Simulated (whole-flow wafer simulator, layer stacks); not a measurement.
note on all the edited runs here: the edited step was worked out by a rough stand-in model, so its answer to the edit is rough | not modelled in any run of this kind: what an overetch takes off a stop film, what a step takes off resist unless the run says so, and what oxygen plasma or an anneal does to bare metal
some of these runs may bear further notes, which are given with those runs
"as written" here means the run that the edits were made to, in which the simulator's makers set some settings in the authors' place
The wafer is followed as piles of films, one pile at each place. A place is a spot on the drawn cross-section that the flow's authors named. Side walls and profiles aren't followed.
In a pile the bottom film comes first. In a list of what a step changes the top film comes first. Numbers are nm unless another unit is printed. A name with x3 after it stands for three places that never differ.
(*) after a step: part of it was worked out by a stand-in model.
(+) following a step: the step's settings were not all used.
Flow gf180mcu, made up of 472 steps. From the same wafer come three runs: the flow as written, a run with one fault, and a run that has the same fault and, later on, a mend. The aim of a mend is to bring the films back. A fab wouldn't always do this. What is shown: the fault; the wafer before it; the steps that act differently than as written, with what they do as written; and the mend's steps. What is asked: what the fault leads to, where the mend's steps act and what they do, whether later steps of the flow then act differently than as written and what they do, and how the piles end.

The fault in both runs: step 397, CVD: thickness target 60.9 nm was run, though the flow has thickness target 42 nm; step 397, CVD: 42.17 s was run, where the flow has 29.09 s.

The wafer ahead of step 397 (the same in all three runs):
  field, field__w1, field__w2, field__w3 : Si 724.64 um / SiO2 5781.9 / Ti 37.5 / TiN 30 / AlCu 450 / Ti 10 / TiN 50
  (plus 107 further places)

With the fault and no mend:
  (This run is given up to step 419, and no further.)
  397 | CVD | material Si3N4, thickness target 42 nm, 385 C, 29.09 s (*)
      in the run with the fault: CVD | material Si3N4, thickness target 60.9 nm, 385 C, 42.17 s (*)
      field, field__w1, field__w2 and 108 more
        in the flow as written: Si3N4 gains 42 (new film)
        in the run with the fault: Si3N4 gains 60.8 (new film)
  Steps further on in the flow that do not act as written:
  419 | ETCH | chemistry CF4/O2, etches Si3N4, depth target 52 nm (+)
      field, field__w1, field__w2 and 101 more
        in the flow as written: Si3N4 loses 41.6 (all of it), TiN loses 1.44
        in the run with the fault: Si3N4 loses 52
  After step 419, at field, field__w1, field__w2 and 109 more, the piles differ from the flow's by more than 2% or 0.5 nm, whichever is larger.
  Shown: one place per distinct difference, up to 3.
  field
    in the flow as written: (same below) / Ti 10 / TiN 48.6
    in the run with the fault: (same below) / Ti 10 / TiN 50 / Si3N4 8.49
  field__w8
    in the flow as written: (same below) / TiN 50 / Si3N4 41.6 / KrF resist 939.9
    in the run with the fault: (same below) / TiN 50 / Si3N4 60.5 / KrF resist 939.9
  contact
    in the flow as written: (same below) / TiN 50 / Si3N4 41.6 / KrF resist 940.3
    in the run with the fault: (same below) / TiN 50 / Si3N4 60.5 / KrF resist 940.3

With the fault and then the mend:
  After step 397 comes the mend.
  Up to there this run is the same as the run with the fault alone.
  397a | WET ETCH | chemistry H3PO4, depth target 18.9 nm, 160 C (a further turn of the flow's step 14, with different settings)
      field, field__w1, field__w2 and 108 more
        Si3N4 loses 18.9
  Later steps of the flow that are run all act as written at every place that is followed, up to a difference of at most 2% or 0.5 nm, whichever is larger.
  At the end the piles are close to the flow's at the places that both follow, differing by at most 2% or 0.5 nm, whichever is larger.
